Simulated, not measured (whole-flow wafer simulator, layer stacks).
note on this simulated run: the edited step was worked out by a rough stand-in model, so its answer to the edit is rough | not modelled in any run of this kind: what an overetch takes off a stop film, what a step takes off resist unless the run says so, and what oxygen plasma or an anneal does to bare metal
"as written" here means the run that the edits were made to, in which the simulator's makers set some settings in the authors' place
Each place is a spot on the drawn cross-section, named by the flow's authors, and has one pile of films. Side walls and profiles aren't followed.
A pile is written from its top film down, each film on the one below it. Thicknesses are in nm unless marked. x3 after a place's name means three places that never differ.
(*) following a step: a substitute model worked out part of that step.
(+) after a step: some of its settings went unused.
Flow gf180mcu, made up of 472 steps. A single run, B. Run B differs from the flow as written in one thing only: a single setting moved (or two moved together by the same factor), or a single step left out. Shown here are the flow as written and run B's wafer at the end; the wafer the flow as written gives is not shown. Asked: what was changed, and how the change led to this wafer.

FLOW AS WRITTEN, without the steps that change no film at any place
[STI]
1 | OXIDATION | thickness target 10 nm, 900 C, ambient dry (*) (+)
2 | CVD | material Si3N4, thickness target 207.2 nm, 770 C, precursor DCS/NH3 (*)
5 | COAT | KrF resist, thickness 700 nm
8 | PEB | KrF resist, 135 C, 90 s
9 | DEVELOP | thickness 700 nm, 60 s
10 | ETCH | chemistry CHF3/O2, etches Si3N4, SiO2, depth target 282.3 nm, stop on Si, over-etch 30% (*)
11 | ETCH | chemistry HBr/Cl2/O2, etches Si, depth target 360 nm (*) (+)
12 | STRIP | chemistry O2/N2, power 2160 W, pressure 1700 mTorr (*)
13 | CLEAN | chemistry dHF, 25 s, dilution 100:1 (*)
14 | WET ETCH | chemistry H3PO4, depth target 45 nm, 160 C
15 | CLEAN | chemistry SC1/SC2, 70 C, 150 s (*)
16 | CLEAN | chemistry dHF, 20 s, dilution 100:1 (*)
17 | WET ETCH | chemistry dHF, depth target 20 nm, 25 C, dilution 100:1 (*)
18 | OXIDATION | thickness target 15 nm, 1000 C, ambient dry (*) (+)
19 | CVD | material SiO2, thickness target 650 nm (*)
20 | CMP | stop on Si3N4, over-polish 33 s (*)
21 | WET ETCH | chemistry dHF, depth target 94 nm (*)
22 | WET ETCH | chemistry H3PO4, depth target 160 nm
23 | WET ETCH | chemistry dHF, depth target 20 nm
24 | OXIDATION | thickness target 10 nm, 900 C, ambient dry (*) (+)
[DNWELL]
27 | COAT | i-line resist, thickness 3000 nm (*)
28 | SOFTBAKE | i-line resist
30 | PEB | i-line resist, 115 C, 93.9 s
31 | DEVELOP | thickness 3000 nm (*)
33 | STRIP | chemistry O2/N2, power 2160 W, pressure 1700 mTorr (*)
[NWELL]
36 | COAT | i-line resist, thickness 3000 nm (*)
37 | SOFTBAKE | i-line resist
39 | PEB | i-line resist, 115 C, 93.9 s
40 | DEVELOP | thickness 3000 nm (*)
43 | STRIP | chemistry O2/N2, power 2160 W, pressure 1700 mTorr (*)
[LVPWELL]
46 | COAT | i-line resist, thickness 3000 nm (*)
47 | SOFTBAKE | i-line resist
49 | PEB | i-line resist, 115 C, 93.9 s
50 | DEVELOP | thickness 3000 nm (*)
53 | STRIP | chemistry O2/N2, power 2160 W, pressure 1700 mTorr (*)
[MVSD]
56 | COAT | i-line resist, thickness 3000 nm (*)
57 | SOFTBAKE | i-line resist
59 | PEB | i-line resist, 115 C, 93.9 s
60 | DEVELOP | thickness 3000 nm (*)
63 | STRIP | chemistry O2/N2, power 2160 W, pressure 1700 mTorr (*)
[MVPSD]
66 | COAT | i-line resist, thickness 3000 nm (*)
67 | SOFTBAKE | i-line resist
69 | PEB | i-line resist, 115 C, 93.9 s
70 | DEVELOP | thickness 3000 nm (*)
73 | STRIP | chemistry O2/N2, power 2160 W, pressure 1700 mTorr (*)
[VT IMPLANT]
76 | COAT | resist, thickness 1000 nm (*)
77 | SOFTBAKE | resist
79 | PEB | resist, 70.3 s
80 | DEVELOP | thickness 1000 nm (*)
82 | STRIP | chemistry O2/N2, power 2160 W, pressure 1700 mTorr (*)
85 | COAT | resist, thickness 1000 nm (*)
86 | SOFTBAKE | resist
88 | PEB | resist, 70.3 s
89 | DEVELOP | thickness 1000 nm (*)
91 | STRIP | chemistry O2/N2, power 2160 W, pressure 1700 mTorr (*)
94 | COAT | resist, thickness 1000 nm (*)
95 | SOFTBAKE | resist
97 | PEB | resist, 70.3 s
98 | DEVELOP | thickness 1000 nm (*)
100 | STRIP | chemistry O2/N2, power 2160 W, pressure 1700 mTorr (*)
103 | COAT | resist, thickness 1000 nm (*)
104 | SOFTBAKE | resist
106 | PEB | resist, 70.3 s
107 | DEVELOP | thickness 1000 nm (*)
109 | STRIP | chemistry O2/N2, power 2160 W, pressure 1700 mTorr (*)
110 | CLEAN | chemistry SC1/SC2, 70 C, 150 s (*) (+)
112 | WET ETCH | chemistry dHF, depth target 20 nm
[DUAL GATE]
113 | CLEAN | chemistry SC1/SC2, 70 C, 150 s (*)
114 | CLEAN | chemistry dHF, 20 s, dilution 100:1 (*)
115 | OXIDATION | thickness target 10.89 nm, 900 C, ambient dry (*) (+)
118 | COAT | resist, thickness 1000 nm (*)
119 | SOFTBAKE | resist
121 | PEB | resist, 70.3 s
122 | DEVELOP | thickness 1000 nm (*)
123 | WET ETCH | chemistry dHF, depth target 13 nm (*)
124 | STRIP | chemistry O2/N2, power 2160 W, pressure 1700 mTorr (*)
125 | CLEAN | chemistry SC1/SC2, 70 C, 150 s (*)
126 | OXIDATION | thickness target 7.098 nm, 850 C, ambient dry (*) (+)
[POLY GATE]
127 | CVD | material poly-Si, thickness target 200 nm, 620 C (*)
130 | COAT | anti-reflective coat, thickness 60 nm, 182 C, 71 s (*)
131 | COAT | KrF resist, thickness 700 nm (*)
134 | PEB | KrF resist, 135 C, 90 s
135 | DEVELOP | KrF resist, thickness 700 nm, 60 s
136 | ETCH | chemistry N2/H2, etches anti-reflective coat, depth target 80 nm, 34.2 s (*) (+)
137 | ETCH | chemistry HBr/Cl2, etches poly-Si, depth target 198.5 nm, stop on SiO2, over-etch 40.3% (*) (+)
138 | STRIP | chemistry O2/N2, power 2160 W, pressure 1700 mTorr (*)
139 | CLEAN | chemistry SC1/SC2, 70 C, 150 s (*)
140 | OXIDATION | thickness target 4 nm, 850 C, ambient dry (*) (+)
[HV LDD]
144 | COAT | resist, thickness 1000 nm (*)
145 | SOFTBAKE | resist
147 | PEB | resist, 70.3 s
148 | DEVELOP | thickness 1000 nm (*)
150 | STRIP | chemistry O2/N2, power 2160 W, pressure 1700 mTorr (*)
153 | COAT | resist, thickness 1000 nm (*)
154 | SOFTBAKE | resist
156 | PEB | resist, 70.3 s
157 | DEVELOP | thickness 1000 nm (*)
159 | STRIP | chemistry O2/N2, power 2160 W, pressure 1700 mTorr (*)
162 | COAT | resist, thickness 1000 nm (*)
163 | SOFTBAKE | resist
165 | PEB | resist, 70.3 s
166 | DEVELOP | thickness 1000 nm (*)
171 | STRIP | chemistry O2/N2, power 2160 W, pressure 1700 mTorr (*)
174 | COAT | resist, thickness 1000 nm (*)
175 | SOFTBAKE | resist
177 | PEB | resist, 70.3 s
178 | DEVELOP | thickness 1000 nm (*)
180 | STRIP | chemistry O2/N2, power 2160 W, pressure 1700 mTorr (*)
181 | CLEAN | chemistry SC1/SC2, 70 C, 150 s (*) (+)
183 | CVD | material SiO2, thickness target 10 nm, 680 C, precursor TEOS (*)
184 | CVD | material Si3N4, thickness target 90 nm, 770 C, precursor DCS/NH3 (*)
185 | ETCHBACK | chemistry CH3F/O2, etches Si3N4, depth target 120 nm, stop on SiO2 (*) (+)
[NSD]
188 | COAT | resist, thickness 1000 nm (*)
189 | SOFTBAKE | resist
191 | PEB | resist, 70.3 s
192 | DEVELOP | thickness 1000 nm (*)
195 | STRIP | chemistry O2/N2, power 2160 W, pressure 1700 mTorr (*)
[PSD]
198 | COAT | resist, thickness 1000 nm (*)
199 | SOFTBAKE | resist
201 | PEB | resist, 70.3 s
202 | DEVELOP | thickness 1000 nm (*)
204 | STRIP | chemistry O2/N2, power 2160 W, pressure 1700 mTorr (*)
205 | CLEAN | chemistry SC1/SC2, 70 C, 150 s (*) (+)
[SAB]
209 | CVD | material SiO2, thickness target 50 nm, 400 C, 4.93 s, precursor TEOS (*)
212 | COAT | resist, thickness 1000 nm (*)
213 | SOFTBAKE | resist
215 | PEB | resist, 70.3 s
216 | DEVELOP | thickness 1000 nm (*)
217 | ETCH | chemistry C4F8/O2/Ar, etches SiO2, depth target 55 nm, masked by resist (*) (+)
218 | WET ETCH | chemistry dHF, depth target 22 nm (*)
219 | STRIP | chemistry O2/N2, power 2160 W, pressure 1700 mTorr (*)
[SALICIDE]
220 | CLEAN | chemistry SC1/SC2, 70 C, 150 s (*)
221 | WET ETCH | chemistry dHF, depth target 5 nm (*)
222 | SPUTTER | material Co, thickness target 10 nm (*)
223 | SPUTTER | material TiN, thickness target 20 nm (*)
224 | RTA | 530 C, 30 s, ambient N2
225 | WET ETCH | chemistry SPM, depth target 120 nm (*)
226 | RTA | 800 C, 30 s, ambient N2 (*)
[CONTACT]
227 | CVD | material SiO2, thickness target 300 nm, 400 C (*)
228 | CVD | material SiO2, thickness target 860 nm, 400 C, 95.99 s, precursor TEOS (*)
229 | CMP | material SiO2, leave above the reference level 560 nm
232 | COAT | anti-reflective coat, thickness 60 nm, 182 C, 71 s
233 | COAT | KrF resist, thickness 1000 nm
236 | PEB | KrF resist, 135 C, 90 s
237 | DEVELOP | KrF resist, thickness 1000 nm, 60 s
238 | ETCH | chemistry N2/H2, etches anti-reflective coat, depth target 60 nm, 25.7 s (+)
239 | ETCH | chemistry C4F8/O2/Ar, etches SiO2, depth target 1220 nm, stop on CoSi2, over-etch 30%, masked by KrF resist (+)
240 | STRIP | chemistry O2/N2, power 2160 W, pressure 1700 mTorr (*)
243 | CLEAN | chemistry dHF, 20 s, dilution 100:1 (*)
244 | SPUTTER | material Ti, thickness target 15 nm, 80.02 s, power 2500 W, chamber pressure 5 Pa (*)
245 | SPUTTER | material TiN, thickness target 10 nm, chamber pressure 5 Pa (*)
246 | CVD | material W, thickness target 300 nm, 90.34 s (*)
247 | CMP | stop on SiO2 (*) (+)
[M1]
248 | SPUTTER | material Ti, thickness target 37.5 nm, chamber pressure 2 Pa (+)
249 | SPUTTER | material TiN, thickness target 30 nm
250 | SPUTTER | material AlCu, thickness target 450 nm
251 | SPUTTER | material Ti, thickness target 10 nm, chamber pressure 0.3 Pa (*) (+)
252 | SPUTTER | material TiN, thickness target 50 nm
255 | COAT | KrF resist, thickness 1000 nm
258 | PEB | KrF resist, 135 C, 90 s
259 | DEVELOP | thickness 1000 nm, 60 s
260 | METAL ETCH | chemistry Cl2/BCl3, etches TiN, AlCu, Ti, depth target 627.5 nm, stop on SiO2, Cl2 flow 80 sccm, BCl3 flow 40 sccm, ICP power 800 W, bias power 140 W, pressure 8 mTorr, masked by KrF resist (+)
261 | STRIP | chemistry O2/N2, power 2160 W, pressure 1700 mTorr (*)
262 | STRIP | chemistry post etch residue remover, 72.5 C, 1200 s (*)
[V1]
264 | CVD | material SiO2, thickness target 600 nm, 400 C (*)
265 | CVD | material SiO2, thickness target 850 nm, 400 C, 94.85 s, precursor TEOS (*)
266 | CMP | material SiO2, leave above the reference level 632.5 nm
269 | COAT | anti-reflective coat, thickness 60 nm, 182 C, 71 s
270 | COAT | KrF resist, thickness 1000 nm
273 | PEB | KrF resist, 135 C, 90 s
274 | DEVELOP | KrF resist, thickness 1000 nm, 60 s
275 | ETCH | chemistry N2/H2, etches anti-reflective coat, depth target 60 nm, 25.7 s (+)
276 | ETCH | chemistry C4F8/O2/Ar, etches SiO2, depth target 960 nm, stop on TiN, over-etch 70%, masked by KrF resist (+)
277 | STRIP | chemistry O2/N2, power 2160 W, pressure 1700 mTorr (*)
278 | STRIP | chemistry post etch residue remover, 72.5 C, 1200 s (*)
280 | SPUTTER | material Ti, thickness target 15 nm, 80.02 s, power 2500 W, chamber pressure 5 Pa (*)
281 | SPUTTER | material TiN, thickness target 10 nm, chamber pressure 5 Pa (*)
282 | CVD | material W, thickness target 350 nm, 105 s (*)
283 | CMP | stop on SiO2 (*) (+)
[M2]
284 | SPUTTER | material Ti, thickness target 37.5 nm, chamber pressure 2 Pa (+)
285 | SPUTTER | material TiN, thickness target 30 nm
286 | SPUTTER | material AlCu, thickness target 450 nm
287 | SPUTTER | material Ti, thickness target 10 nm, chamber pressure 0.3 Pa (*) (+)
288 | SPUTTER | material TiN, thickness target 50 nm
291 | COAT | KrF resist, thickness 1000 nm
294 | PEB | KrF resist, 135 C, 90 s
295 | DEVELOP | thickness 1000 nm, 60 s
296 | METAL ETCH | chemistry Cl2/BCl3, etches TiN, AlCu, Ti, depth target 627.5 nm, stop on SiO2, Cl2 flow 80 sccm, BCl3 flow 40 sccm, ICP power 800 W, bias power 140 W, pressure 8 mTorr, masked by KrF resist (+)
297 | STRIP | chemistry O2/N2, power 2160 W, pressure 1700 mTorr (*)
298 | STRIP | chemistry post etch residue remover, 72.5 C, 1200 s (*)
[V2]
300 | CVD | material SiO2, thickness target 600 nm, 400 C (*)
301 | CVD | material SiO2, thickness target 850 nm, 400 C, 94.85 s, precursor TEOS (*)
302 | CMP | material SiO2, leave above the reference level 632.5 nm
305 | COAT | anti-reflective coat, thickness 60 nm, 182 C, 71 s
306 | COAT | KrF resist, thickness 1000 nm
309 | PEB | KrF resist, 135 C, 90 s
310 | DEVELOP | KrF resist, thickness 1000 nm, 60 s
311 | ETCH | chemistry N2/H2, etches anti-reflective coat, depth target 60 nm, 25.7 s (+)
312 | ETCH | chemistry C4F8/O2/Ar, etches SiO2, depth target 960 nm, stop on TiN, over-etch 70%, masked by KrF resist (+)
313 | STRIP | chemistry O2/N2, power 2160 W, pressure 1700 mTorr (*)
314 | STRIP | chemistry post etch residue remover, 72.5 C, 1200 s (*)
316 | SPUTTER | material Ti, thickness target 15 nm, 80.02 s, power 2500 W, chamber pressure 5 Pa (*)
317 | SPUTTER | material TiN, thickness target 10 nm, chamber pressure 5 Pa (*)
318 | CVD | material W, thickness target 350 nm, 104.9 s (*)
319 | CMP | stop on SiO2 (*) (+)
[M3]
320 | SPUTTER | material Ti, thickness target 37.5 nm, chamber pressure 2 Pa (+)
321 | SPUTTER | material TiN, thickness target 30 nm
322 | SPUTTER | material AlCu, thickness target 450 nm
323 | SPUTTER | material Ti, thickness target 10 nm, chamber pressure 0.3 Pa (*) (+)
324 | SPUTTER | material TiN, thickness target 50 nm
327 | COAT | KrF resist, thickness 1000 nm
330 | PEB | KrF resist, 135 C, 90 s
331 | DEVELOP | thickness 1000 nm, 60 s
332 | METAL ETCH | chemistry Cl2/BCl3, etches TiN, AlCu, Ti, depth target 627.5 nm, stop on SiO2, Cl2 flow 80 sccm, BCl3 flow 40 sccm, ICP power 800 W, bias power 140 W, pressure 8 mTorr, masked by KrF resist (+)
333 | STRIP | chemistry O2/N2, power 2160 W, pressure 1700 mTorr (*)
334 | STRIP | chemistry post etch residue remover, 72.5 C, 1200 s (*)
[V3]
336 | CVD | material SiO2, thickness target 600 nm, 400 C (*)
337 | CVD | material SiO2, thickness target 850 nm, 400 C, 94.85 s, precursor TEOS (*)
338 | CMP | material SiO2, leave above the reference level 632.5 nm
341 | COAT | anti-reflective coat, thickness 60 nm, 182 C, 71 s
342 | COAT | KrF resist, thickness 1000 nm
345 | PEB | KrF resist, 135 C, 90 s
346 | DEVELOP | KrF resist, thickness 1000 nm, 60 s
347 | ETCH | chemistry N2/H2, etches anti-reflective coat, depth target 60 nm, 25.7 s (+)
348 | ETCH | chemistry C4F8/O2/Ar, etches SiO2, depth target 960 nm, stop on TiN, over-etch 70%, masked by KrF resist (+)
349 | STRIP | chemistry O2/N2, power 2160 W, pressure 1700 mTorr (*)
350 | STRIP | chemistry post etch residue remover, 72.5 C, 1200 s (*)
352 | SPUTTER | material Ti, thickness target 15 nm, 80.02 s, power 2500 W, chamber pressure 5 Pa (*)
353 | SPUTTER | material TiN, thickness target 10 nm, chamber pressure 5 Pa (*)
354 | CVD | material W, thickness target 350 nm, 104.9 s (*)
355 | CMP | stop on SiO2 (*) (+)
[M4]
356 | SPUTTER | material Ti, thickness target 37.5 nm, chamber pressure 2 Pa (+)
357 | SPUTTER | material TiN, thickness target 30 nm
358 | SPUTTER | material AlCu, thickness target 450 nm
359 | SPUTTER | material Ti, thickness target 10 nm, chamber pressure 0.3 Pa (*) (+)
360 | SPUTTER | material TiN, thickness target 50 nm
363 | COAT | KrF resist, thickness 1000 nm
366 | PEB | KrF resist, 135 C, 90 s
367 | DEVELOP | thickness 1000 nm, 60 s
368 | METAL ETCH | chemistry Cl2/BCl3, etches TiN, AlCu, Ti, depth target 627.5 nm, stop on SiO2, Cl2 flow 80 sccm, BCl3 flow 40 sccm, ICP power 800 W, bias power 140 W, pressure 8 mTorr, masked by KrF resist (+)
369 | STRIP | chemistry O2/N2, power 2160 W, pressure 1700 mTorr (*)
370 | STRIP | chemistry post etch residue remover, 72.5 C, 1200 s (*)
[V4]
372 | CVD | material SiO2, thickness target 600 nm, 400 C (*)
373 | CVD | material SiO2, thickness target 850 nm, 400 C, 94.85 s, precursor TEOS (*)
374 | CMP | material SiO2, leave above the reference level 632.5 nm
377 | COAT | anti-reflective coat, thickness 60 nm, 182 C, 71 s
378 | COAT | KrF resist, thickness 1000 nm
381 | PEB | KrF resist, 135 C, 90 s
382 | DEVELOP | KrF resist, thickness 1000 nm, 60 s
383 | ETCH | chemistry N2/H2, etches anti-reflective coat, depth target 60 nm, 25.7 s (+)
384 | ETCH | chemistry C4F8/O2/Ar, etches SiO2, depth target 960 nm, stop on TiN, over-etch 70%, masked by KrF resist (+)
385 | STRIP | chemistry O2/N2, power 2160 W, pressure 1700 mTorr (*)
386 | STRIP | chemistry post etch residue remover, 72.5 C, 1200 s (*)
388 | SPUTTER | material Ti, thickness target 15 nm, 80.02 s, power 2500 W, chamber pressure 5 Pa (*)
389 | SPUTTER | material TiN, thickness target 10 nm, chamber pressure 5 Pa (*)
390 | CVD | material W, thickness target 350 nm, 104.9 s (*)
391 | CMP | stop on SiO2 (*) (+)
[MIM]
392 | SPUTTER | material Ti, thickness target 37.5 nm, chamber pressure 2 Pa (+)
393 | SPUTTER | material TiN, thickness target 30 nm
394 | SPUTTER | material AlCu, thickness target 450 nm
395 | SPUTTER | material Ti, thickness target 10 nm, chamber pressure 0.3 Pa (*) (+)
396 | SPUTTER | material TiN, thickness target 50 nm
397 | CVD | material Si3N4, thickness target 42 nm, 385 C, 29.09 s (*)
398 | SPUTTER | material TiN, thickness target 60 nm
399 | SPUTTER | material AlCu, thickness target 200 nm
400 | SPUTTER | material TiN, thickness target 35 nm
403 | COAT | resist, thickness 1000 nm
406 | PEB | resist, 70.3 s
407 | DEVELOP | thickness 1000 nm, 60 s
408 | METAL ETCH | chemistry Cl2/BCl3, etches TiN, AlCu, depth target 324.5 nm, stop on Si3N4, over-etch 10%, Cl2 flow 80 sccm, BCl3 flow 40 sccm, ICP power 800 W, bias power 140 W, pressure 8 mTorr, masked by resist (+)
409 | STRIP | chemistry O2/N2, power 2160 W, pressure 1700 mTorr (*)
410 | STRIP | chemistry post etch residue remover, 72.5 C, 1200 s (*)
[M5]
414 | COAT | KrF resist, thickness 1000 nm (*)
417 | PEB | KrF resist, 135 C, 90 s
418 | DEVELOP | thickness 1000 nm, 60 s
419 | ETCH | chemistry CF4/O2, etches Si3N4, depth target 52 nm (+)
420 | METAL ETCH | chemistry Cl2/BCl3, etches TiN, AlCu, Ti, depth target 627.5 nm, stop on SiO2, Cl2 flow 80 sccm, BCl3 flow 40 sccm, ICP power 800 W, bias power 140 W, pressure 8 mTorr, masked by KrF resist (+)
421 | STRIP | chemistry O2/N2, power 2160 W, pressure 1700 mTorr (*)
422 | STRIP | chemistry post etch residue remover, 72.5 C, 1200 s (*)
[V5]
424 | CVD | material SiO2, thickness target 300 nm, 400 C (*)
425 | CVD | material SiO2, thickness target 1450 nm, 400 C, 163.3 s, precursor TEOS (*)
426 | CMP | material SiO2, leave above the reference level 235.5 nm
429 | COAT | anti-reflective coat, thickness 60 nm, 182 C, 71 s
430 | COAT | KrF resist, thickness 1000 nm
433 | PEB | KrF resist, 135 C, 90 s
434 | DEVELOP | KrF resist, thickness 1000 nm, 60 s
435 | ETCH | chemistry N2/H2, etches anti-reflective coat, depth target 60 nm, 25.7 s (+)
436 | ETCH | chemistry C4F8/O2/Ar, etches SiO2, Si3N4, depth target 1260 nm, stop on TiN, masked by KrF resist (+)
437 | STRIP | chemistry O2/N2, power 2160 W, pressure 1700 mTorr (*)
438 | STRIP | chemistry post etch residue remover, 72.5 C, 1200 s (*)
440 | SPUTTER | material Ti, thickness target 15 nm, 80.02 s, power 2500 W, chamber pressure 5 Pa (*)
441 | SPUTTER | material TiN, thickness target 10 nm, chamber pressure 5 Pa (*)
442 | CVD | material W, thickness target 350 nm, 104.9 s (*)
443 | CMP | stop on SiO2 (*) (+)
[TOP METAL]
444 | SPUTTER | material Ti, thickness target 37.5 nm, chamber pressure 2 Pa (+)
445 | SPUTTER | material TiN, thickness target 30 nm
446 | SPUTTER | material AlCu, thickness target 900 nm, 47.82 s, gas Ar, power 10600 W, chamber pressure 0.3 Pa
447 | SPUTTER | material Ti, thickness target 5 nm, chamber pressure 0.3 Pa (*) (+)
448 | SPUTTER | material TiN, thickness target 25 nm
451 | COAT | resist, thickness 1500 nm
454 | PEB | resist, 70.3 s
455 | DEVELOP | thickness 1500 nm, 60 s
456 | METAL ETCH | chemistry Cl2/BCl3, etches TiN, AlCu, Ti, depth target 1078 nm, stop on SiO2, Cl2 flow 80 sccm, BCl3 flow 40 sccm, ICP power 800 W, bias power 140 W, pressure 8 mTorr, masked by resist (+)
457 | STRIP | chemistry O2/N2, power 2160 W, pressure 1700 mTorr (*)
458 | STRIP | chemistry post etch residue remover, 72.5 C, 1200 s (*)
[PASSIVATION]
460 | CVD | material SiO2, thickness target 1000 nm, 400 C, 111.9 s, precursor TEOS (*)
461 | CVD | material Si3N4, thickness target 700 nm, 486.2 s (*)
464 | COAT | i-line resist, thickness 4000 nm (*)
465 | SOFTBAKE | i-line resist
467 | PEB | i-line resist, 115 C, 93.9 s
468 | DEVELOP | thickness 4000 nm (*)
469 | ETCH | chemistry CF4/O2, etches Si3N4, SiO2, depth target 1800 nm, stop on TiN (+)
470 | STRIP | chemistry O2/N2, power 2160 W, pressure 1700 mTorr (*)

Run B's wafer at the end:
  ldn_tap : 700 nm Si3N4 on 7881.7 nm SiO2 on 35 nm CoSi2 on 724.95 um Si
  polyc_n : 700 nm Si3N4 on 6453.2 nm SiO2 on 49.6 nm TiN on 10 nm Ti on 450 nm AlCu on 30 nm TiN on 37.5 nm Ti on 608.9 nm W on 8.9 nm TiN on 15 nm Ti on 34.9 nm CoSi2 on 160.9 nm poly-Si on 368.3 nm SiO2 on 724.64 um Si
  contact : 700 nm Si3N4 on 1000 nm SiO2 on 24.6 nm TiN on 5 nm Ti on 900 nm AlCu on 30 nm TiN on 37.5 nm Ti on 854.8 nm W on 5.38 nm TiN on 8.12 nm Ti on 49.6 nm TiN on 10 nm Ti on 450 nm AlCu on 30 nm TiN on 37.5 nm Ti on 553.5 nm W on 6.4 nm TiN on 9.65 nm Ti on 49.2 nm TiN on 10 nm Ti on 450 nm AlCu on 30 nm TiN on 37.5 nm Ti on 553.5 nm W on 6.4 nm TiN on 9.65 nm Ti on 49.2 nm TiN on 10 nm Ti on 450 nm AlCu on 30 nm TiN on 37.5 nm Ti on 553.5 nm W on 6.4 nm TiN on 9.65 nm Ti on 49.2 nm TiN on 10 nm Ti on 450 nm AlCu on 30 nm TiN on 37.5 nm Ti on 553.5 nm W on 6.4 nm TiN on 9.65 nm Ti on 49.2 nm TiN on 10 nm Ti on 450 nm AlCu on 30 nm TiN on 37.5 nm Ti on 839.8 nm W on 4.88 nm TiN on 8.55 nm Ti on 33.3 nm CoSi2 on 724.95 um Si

The reason: step 245, SPUTTER: thickness target 8.9 nm was run, whereas the flow has thickness target 10 nm.
The wafer lets one read it off: polyc_n has TiN 8.9, and step 245 as written asks for 10 nm.

How this came from the change, step by step:
  245 | SPUTTER | material TiN, thickness target 10 nm, chamber pressure 5 Pa (*)
      field, field__w1, field__w2 and 107 more: TiN gains 8.9 (new film) (as written it would have been: TiN gains 10 (new film))
      contact: TiN gains 4.88 (new film) (as written it would have been: TiN gains 5.48 (new film))
  247 | CMP | stop on SiO2 (*) (+)
      field, field__w1, field__w2 and 105 more: W loses 300 (all of it), TiN loses 8.9 (all of it), Ti loses 15 (all of it), SiO2 loses 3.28 (as written it would have been: W loses 300 (all of it), TiN loses 10 (all of it), Ti loses 15 (all of it), SiO2 loses 3.29)
